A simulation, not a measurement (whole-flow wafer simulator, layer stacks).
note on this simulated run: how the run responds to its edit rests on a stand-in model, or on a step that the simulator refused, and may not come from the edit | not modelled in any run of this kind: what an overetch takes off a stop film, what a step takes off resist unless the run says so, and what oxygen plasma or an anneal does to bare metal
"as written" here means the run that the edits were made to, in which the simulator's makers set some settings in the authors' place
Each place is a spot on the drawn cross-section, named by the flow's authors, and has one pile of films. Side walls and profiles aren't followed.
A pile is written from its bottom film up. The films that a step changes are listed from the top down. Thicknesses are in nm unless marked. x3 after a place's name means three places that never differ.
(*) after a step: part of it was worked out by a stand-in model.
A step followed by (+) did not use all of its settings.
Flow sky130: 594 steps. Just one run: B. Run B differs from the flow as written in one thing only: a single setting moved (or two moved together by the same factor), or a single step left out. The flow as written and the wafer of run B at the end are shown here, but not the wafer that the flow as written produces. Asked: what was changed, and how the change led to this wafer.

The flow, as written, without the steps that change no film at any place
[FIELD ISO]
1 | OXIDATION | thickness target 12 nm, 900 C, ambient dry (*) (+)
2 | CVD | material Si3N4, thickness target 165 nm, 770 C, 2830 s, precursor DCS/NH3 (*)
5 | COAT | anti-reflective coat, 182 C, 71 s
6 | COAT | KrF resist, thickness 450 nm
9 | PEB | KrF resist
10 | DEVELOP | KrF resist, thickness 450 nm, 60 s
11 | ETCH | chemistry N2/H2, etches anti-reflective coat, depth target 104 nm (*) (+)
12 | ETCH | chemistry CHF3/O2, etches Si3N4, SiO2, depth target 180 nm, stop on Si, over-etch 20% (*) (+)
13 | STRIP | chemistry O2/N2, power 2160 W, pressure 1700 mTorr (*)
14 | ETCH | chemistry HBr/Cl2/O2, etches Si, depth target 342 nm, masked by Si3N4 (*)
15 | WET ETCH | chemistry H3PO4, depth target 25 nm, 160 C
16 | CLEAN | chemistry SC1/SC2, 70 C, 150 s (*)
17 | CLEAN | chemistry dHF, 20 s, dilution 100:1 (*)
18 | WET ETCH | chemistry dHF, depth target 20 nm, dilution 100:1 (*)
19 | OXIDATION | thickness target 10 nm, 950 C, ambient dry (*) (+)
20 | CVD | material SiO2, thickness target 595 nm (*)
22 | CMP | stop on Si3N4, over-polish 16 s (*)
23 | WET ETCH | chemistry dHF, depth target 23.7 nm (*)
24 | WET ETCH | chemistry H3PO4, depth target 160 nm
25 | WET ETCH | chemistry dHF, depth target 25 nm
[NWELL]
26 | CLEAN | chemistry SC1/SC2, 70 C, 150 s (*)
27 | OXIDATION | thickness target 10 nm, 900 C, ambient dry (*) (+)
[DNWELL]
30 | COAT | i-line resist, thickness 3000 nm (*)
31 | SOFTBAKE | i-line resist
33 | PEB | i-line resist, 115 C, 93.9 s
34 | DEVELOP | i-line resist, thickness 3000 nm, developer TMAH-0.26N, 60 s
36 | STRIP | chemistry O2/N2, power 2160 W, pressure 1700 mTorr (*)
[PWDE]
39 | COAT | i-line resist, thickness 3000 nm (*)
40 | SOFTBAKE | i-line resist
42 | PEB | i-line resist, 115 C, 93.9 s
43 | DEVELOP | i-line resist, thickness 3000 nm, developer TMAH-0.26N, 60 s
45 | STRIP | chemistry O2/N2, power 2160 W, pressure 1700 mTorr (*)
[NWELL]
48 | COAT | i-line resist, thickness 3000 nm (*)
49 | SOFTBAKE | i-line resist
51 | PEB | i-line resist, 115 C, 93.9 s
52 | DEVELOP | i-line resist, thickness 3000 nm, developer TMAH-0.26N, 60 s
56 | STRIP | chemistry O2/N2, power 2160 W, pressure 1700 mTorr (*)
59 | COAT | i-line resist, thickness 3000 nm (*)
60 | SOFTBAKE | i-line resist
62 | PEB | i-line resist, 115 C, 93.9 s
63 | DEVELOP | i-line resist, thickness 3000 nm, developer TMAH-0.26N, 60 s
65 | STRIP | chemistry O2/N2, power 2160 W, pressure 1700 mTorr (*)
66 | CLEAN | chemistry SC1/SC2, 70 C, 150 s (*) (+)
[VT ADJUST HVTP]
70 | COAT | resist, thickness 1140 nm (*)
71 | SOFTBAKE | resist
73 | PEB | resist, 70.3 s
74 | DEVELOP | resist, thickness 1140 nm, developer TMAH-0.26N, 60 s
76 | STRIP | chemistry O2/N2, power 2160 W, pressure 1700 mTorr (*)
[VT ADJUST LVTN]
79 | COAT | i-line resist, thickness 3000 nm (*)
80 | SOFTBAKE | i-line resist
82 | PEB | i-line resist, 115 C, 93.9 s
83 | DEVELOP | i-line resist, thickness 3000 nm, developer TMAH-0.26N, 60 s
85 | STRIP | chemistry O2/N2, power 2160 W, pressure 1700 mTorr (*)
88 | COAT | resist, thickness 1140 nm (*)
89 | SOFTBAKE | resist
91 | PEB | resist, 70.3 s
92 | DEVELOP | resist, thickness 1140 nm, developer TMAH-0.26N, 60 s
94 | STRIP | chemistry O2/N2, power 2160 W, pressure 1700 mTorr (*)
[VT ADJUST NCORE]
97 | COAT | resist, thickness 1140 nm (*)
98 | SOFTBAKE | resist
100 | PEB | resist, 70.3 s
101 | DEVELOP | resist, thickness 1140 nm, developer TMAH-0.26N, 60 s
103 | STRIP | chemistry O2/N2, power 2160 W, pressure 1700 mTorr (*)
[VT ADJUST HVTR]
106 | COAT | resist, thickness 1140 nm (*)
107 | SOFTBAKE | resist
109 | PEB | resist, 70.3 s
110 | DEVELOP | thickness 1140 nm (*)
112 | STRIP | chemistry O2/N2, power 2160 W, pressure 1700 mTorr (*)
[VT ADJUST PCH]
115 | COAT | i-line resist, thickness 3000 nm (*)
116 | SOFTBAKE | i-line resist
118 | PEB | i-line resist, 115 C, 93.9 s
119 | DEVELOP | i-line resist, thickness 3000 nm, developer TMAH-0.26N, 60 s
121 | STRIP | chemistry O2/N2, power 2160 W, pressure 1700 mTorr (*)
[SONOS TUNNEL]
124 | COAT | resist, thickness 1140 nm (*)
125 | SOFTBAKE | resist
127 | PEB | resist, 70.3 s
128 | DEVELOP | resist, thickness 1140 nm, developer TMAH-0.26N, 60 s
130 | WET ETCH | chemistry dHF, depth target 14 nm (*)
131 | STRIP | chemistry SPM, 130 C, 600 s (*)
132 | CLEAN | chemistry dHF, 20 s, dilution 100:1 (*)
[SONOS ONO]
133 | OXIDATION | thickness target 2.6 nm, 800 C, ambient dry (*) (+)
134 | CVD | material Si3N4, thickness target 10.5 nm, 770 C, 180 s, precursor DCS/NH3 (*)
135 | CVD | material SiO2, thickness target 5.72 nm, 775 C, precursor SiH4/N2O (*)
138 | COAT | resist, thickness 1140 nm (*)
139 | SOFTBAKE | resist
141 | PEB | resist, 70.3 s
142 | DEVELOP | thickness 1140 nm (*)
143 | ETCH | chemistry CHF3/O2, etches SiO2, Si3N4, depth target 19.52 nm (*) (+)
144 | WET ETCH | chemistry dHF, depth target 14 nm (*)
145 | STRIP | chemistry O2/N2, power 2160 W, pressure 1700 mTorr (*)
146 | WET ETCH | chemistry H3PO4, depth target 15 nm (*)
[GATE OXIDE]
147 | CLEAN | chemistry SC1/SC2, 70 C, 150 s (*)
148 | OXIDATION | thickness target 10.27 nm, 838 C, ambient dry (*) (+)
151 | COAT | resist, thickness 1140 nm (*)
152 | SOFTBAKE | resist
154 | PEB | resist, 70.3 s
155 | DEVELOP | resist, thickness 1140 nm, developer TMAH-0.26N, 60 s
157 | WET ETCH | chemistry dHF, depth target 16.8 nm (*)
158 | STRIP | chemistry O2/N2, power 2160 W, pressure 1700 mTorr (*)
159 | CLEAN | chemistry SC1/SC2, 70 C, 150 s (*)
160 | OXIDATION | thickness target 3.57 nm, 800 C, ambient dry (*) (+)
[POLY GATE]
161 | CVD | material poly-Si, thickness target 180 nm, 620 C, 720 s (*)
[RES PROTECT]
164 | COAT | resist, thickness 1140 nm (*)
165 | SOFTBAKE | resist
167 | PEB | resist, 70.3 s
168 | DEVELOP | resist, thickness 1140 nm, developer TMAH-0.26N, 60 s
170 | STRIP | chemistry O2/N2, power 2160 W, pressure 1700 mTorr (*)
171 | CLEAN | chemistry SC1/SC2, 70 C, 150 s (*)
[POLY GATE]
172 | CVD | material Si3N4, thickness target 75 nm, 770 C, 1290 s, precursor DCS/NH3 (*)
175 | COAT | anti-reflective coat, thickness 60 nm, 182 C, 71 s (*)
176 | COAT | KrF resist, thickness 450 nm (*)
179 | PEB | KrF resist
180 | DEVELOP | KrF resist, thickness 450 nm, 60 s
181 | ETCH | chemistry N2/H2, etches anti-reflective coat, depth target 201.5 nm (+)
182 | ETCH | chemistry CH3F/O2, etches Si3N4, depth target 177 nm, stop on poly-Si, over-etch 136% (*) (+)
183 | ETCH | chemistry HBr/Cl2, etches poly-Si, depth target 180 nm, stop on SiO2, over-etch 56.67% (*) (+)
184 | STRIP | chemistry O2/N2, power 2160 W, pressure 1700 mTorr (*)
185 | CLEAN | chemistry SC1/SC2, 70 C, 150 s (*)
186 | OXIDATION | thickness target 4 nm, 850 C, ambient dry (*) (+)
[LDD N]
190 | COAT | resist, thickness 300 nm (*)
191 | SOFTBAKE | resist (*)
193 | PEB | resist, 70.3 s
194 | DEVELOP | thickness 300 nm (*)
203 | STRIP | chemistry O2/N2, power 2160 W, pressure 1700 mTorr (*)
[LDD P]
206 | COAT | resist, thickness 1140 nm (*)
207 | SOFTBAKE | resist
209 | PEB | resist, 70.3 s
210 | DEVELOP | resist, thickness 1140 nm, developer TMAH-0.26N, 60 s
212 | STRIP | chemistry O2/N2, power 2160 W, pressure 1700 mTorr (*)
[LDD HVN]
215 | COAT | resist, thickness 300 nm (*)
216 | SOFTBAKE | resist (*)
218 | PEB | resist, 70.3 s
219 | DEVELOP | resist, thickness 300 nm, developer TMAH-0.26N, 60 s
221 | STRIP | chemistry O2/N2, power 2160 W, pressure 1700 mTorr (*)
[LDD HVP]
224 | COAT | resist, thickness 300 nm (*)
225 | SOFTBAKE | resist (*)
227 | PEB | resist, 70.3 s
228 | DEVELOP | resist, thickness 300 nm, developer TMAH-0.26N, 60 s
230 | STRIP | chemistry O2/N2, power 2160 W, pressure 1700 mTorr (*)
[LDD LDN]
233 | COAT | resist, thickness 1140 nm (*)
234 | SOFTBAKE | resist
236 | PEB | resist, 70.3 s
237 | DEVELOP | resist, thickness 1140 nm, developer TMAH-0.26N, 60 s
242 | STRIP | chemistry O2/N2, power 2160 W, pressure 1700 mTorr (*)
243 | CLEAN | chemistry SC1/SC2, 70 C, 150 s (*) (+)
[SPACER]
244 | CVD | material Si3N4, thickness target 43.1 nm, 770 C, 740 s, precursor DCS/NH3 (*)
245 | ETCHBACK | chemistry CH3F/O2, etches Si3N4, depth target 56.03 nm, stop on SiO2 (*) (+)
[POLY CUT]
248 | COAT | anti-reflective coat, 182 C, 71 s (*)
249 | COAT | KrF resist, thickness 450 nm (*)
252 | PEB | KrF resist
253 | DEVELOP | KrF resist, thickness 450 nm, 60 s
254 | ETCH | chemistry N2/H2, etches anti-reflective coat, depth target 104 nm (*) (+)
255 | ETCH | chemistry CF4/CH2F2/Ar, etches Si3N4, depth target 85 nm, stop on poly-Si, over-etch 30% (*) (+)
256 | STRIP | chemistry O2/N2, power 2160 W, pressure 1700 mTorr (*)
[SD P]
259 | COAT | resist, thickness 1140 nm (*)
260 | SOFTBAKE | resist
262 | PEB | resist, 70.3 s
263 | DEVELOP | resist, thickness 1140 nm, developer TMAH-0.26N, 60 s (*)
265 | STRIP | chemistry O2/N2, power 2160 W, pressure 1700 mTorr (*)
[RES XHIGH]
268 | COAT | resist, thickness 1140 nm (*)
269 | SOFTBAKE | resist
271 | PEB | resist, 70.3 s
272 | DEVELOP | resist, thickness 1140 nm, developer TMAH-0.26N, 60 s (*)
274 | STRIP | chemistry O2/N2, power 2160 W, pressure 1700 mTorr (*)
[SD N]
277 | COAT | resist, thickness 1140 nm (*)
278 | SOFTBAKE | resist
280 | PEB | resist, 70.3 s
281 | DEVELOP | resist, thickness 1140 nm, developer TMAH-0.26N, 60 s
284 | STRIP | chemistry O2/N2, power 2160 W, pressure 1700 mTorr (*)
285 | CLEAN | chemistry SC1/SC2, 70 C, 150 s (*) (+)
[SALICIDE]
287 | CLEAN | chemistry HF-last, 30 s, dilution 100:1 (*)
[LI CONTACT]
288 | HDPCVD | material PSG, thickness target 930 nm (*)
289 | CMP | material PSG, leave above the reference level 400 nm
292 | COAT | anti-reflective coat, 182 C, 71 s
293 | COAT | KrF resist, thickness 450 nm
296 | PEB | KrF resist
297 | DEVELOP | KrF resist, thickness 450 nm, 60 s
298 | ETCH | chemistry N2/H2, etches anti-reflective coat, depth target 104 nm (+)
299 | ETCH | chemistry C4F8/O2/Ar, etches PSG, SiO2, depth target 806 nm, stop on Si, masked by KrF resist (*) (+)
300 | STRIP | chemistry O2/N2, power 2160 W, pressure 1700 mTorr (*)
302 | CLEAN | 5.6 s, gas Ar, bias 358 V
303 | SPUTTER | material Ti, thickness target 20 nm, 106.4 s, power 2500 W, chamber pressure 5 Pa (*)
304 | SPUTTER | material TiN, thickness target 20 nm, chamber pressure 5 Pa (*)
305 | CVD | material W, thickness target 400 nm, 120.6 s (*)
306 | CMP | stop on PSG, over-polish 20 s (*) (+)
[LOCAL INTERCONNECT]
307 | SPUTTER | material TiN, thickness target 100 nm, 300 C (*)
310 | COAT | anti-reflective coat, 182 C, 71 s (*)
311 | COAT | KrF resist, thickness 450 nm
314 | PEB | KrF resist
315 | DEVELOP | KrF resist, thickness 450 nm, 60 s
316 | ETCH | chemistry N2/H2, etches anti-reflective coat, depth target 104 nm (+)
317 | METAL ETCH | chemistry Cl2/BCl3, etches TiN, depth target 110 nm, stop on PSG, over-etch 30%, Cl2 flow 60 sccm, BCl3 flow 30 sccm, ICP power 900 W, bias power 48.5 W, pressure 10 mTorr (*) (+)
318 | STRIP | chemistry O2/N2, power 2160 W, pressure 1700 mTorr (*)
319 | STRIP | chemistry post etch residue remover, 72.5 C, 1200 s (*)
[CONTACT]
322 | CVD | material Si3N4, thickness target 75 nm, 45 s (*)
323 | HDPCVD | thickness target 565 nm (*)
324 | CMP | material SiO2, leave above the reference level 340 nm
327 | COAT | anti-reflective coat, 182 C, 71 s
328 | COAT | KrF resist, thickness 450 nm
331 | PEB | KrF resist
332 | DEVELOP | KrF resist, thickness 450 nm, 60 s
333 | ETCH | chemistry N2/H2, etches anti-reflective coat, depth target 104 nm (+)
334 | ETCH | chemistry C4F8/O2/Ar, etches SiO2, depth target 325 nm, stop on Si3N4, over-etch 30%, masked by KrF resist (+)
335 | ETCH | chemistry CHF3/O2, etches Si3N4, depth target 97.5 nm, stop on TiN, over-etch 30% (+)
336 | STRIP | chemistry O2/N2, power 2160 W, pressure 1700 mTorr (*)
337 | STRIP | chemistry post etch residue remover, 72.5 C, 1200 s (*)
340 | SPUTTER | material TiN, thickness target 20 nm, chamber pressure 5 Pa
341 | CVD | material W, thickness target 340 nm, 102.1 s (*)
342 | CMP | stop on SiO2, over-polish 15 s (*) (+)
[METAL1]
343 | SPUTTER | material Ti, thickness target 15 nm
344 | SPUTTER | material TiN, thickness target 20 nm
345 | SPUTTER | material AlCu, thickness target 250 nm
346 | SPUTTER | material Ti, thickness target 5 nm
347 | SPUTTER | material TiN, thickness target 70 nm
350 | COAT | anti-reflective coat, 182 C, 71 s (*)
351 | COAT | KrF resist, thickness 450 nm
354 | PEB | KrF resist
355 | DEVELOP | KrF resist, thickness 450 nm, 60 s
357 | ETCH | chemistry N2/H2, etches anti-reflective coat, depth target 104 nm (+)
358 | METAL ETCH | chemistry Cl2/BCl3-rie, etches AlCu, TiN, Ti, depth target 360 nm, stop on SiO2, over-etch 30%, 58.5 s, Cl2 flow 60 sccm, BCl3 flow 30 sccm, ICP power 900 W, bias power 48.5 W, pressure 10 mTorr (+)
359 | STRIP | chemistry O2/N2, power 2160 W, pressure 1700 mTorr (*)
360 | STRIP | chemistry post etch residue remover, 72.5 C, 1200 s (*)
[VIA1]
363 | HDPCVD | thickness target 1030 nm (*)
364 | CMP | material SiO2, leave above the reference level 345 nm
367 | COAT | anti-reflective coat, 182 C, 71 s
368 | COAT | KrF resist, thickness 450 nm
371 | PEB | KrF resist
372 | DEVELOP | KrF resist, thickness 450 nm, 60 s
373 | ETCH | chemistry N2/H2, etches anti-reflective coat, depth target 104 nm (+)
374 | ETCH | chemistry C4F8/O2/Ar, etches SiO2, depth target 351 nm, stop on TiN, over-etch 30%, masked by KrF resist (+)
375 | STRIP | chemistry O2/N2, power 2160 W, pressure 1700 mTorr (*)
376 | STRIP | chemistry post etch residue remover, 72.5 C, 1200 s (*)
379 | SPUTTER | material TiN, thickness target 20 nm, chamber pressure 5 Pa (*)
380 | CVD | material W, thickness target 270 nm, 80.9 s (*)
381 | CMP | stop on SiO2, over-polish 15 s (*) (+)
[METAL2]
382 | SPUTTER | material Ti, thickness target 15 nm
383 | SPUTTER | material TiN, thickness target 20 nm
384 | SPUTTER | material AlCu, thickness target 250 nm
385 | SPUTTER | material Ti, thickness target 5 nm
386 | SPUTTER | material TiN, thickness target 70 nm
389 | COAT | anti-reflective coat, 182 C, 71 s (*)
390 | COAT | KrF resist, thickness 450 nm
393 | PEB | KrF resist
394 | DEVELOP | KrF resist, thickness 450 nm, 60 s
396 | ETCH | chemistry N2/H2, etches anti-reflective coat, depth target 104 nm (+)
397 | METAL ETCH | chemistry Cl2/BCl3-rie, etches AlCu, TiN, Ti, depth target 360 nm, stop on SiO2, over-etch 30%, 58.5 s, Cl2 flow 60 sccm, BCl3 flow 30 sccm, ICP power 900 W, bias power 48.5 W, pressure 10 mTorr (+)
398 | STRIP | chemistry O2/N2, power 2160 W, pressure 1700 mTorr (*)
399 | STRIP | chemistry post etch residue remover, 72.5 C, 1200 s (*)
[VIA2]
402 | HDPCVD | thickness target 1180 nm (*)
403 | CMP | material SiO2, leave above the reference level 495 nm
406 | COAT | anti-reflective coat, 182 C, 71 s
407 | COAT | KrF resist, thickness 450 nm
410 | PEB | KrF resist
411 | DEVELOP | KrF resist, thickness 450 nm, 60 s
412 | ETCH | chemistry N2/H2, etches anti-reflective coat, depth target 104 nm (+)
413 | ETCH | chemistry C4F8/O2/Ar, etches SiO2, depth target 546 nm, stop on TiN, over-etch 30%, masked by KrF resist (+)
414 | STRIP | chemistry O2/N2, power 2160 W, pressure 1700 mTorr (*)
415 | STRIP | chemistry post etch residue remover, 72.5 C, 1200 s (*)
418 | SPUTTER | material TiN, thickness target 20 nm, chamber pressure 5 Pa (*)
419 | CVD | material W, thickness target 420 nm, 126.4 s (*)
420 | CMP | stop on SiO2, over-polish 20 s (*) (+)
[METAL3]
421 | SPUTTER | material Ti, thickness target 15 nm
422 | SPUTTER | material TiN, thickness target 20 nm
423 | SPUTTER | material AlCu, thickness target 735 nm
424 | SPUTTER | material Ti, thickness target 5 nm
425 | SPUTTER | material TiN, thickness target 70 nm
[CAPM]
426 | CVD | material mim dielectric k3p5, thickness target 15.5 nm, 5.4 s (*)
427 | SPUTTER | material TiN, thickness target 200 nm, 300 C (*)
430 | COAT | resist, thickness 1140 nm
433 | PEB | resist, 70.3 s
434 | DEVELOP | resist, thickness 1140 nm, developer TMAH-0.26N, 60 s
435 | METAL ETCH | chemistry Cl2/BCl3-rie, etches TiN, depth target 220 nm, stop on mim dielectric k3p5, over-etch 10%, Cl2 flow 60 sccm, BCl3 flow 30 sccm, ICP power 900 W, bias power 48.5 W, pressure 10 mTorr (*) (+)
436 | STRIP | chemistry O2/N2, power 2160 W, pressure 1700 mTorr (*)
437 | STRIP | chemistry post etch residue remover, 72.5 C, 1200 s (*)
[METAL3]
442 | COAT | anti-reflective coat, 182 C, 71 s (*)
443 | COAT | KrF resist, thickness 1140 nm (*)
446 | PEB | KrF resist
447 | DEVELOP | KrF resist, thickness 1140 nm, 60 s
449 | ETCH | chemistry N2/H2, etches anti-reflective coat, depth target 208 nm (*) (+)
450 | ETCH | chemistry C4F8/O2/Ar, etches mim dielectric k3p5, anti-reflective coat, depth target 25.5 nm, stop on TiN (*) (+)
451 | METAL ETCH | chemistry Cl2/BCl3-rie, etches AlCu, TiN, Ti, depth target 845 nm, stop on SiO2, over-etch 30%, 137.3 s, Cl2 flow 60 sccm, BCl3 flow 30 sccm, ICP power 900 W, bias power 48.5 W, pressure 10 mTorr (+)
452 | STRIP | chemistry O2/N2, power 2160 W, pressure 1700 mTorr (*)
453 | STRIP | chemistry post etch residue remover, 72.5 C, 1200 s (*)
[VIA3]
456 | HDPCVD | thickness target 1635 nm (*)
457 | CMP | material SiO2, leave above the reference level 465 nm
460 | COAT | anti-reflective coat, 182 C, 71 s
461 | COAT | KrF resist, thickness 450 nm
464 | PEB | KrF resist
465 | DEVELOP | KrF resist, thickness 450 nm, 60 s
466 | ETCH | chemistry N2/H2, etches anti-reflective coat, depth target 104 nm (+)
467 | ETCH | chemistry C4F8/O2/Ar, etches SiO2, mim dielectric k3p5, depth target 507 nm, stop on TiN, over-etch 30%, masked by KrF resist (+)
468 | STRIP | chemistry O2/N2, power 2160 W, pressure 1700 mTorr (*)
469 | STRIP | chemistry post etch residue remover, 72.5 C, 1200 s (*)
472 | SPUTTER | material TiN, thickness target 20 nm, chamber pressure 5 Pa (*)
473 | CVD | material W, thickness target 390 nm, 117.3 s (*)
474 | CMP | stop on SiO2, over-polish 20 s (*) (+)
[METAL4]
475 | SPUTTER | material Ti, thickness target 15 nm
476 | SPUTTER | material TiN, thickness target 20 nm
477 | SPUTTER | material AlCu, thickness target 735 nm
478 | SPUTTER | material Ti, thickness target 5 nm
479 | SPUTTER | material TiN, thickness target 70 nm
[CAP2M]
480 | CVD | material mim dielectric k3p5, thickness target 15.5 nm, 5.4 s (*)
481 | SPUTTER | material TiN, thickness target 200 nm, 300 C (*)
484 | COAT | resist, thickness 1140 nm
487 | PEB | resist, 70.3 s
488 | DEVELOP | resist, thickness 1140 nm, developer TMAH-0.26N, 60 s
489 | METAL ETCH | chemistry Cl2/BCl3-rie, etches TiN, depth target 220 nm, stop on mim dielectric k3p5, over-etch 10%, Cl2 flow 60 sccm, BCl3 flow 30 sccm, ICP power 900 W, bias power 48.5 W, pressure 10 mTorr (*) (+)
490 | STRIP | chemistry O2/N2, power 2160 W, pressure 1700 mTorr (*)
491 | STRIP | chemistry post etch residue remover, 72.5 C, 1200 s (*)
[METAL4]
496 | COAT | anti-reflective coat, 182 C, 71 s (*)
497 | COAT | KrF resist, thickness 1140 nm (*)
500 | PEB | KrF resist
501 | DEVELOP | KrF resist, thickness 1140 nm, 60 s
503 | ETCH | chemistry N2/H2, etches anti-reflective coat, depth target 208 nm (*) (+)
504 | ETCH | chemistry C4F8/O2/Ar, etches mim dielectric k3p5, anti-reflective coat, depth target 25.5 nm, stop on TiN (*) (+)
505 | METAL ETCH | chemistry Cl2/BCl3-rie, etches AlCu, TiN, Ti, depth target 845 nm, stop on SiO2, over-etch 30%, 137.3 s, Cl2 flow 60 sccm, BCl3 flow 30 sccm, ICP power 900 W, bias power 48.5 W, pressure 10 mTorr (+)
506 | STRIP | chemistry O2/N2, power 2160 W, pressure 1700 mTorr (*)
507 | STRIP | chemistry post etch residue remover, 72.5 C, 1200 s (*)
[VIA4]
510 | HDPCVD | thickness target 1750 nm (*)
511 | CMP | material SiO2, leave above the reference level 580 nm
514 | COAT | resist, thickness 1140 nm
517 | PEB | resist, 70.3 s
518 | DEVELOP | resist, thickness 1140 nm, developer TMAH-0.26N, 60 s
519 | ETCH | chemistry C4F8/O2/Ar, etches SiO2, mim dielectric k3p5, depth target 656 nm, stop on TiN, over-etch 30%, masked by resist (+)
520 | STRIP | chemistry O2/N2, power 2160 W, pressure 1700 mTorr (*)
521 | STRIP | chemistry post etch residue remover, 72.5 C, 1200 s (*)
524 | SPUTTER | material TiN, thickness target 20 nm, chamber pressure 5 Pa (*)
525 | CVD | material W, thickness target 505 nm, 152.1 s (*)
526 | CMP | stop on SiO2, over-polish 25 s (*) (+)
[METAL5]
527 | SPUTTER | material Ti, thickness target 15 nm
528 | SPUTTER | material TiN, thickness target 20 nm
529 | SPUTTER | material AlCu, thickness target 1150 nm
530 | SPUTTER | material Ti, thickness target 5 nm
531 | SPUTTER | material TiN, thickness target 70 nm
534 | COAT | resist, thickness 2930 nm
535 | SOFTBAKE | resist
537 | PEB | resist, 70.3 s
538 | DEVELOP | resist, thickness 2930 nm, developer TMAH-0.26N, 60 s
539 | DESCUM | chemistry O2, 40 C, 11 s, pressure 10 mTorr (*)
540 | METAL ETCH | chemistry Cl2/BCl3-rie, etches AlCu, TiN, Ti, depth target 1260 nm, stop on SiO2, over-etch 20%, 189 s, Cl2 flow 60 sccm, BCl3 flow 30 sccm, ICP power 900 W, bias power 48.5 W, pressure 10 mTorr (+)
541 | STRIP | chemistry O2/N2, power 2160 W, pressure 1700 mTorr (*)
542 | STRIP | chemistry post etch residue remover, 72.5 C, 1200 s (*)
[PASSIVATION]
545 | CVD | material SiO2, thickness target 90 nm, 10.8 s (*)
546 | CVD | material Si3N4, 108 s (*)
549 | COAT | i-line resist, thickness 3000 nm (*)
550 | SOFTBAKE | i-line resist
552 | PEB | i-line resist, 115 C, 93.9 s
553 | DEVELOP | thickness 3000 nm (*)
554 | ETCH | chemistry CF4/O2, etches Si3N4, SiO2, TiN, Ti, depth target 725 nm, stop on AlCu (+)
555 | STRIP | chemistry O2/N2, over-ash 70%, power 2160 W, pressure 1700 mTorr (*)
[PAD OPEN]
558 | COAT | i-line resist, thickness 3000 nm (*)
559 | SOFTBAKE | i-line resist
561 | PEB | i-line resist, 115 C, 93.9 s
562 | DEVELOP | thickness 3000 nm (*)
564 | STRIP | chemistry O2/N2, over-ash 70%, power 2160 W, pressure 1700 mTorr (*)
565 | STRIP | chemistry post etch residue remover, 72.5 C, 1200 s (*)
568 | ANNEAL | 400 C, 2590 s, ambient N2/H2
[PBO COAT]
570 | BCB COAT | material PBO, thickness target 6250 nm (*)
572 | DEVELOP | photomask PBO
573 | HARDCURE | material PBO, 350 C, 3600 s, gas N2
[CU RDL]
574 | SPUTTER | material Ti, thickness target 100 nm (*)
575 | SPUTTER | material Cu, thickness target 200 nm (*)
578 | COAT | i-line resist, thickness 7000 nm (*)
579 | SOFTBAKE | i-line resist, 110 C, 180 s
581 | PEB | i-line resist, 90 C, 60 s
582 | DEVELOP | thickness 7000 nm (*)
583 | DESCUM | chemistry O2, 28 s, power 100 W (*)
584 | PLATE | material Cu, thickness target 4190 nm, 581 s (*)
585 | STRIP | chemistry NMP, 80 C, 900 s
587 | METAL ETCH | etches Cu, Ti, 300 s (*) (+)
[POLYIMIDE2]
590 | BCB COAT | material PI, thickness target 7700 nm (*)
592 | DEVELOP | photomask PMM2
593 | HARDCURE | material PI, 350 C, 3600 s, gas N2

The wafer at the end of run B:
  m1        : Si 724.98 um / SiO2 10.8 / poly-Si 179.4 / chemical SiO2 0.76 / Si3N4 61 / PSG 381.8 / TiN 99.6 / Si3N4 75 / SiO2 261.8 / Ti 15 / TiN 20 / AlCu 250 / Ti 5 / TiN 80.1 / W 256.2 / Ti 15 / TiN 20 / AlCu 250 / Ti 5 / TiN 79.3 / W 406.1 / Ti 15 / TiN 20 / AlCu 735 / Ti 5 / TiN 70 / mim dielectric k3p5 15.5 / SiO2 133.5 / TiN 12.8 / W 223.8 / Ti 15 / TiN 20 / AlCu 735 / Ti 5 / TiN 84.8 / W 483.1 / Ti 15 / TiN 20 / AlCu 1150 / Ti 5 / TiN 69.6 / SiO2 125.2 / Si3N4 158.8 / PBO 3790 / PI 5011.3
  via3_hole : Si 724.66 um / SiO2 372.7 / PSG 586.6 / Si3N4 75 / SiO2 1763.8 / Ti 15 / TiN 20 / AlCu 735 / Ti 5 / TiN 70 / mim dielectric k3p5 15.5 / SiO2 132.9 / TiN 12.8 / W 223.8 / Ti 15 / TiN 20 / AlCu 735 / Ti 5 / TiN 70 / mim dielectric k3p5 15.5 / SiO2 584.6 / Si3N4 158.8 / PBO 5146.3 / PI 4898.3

What caused this: step 467, ETCH: depth target 241 nm was run, while the flow as written has depth target 507 nm.

Step by step, how the change led to this:
  467 | ETCH | chemistry C4F8/O2/Ar, etches SiO2, mim dielectric k3p5, depth target 507 nm, stop on TiN, over-etch 30%, masked by KrF resist (+)
      m1: -241 SiO2 (it would be, as written: -374.5 SiO2 (all of it), -15.5 mim dielectric k3p5 (all of it))
      via3_hole: -241 SiO2 (it would be, as written: -373.9 SiO2 (all of it), -15.5 mim dielectric k3p5 (all of it))
      (and at 190 other places as well)
  468 | STRIP | chemistry O2/N2, power 2160 W, pressure 1700 mTorr (*)
      field, active, n_well and 187 more: -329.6 KrF resist (all of it), -80 anti-reflective coat (all of it) (it would be, as written: -276.4 KrF resist (all of it), -80 anti-reflective coat (all of it))
  472 | SPUTTER | material TiN, thickness target 20 nm, chamber pressure 5 Pa (*)
      m1, via3_hole: +12.8 TiN (new film) (it would be, as written: +10.6 TiN)
  473 | CVD | material W, thickness target 390 nm, 117.3 s (*)
      m1: +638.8 W (new film) (it would be, as written: +790.5 W (new film))
      via3_hole: +638.8 W (new film) (it would be, as written: +789.9 W (new film))
Taking metal films that touch as one body, m1 has 3 bodies (between them, from the top down: SiO2 133.5 / mim dielectric k3p5 15.5; SiO2 261.8 / Si3N4 75); the flow as written gives 2 bodies (between them, from the top down: SiO2 261.8 / Si3N4 75).
Taking metal films that touch as one body, via3_hole has 2 bodies (between them, from the top down: SiO2 132.9 / mim dielectric k3p5 15.5); the flow as written gives 1 body.
